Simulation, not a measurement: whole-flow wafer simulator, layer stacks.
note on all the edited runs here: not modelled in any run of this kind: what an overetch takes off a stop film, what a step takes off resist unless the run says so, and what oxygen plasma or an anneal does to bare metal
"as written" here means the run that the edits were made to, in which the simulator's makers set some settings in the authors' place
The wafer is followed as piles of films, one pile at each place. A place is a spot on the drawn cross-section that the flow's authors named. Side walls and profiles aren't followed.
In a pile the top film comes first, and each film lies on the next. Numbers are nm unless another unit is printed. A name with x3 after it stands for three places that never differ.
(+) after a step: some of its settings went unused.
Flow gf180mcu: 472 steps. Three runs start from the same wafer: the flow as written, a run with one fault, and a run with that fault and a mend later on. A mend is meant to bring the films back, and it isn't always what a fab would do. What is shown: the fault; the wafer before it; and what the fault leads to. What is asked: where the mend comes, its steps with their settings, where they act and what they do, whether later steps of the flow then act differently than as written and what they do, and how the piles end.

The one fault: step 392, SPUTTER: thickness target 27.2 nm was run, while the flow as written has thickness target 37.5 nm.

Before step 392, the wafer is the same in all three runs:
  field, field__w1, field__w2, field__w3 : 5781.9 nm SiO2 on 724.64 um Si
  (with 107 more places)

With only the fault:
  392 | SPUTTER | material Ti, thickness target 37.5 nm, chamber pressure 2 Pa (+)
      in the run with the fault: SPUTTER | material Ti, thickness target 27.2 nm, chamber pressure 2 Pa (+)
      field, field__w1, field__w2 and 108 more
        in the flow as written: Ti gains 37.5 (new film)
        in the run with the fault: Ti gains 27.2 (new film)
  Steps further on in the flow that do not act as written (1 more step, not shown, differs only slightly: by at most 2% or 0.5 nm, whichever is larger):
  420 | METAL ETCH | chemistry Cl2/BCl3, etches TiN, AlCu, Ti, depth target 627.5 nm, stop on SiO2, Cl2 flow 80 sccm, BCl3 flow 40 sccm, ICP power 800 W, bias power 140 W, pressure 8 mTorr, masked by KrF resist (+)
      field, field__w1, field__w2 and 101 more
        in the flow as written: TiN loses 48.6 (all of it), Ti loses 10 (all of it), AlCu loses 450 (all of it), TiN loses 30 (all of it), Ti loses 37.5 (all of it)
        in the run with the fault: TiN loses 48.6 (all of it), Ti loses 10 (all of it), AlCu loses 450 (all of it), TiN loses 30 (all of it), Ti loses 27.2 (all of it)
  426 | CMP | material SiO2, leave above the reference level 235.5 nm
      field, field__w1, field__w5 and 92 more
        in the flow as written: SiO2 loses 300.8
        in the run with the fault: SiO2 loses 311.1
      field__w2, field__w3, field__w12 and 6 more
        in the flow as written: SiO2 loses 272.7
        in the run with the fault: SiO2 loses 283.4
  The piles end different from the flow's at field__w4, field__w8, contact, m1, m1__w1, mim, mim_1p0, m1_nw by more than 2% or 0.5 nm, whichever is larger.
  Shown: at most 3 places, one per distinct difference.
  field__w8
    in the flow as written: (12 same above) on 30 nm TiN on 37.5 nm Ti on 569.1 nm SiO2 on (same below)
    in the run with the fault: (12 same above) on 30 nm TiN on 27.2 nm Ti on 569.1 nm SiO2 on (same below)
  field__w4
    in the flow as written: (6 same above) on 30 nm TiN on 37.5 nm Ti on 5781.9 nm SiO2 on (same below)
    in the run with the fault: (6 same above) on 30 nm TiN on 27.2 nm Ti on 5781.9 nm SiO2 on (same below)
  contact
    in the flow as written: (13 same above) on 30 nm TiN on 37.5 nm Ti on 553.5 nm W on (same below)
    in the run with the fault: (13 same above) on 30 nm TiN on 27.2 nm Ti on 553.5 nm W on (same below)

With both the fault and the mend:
  After step 392 comes the mend.
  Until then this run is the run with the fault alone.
  392a | SPUTTER | material Ti, thickness target 10.3 nm, chamber pressure 2 Pa (+) (the flow's step 392, run once more with other settings)
      field, field__w1, field__w2 and 108 more
        Ti gains 10.3
  None of the later steps of the flow acts differently than as written at any place that is followed.
  By the end, the piles equal the flow's at every place that both follow.
